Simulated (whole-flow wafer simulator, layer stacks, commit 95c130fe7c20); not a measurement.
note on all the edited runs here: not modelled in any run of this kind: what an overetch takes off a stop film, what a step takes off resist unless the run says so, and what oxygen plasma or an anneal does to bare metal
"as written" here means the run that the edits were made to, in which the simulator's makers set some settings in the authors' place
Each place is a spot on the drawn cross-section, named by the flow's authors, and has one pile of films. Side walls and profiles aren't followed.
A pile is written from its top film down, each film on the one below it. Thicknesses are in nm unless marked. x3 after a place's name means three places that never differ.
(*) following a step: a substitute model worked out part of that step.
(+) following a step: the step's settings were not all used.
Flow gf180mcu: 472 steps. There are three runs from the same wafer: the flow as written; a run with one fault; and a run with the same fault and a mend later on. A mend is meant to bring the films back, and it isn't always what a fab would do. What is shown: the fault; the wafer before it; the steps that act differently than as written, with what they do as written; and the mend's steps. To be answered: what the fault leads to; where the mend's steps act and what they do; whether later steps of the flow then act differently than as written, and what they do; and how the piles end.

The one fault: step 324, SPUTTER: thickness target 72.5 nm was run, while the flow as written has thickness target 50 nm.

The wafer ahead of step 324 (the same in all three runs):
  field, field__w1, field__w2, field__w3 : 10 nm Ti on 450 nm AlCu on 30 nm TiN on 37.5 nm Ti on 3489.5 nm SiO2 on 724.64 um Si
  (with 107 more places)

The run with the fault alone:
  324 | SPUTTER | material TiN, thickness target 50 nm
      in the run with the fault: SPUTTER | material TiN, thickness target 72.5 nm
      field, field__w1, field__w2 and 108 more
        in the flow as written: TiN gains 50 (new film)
        in the run with the fault: TiN gains 72.5 (new film)
  Later steps of the flow acting differently than as written (not shown: 3 more steps that differ only slightly, by at most 2% or 0.5 nm, whichever is larger):
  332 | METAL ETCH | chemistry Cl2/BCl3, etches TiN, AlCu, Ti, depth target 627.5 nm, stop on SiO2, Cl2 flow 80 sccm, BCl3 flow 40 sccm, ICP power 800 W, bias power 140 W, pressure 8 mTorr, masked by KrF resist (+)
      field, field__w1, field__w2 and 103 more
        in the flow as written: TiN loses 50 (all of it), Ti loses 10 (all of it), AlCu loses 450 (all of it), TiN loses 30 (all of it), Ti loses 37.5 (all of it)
        in the run with the fault: TiN loses 72.5 (all of it), Ti loses 10 (all of it), AlCu loses 450 (all of it), TiN loses 30 (all of it), Ti loses 37.5 (all of it)
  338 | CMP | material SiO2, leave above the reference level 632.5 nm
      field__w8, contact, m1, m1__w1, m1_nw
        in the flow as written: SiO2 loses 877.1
        in the run with the fault: SiO2 loses 899.6
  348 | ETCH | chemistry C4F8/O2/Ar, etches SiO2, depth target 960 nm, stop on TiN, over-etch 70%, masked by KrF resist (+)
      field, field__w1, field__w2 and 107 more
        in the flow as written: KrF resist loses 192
        in the run with the fault: KrF resist loses 187
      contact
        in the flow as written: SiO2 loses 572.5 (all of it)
        in the run with the fault: SiO2 loses 550 (all of it)
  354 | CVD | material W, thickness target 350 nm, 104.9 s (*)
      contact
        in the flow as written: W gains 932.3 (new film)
        in the run with the fault: W gains 909.6 (new film)
  By the end, the piles at field__w8, contact, m1, m1__w1, m1_nw depart from the flow's by more than 2% or 0.5 nm, whichever is larger.
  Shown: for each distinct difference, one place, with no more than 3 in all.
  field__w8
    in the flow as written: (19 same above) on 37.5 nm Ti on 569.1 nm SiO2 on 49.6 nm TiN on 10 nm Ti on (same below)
    in the run with the fault: (19 same above) on 37.5 nm Ti on 546.6 nm SiO2 on 72.1 nm TiN on 10 nm Ti on (same below)
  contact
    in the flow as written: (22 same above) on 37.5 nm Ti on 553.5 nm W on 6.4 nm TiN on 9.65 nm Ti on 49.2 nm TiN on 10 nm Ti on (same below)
    in the run with the fault: (22 same above) on 37.5 nm Ti on 530.8 nm W on 6.49 nm TiN on 9.78 nm Ti on 71.7 nm TiN on 10 nm Ti on (same below)

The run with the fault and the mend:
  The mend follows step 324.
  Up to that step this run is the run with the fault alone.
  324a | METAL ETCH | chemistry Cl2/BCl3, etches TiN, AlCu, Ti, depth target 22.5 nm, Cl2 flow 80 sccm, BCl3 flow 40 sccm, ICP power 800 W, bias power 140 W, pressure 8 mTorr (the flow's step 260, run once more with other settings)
      field, field__w1, field__w2 and 108 more
        TiN loses 22.5
  None of the later steps of the flow acts differently than as written at any place that is followed.
  The piles end the same as the flow's at every place that both follow.
